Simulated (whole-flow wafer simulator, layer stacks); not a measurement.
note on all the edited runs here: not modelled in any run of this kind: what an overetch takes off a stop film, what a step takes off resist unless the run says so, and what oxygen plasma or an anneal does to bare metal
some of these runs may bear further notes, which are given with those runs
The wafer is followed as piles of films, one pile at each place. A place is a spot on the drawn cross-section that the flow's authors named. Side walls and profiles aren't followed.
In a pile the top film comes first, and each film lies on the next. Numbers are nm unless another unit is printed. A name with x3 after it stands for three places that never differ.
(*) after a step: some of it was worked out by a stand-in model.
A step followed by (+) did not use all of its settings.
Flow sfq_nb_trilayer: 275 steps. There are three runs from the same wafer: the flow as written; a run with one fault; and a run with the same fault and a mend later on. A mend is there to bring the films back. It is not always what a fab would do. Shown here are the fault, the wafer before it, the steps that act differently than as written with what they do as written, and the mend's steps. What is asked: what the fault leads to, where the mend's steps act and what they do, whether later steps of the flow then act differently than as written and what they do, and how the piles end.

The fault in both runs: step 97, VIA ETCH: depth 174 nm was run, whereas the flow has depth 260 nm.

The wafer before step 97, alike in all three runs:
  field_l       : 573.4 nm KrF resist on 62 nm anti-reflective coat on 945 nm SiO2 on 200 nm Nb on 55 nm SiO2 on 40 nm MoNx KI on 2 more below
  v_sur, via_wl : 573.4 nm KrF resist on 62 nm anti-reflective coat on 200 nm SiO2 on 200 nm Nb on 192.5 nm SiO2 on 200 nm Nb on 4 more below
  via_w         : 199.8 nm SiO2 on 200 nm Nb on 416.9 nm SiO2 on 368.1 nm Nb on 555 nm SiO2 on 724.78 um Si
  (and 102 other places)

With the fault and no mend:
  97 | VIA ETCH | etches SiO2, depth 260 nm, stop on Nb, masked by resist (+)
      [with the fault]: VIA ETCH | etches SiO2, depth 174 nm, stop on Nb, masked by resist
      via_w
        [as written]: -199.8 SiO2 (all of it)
        [with the fault]: -174 SiO2
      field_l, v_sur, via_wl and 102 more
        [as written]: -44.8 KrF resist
        [with the fault]: -30 KrF resist
  Later steps of the flow acting differently than as written (3 other steps are not shown; they differ only slightly, by no more than 2% or 0.5 nm, whichever is larger):
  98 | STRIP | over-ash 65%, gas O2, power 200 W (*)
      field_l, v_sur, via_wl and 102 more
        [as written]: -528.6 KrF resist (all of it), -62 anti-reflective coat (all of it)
        [with the fault]: -543.4 KrF resist (all of it), -62 anti-reflective coat (all of it)
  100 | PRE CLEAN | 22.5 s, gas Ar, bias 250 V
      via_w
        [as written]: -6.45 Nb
        [with the fault]: -7.5 SiO2
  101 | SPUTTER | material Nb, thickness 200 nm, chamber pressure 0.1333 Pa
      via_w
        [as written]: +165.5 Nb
        [with the fault]: +170.9 Nb (new film)
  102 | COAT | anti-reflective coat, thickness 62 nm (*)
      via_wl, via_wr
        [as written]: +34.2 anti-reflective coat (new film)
        [with the fault]: +26.8 anti-reflective coat (new film)
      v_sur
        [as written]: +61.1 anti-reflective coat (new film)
        [with the fault]: +58.6 anti-reflective coat (new film)
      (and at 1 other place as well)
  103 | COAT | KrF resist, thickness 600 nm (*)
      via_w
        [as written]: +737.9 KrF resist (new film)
        [with the fault]: +720.4 KrF resist (new film)
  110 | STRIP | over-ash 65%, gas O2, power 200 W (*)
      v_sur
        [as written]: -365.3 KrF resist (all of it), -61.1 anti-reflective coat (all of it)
        [with the fault]: -367.9 KrF resist (all of it), -58.6 anti-reflective coat (all of it)
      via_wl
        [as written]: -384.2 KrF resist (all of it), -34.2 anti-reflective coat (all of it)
        [with the fault]: -392.1 KrF resist (all of it), -26.8 anti-reflective coat (all of it)
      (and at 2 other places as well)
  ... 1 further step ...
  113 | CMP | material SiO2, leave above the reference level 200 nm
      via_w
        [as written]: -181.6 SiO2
        [with the fault]: -157.1 SiO2
  By the end, the piles at via_w depart from the flow's by more than 2% or 0.5 nm, whichever is larger.
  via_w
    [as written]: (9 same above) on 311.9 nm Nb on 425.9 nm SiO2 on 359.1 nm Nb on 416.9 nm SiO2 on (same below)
    [with the fault]: (9 same above) on 311.9 nm Nb on 395.7 nm SiO2 on 170.9 nm Nb on 18.3 nm SiO2 on 200 nm Nb on 416.9 nm SiO2 on (same below)

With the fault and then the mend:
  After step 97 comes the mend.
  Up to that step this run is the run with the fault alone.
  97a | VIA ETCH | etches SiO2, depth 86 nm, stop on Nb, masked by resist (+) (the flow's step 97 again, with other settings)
      field_l, v_sur, via_wl and 102 more
        -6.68 KrF resist
      via_w
        -25.8 SiO2 (all of it)
  Later steps of the flow that are run all act as written at every place that is followed, up to a difference of at most 2% or 0.5 nm, whichever is larger.
  The piles end the same as the flow's at every place that both follow.
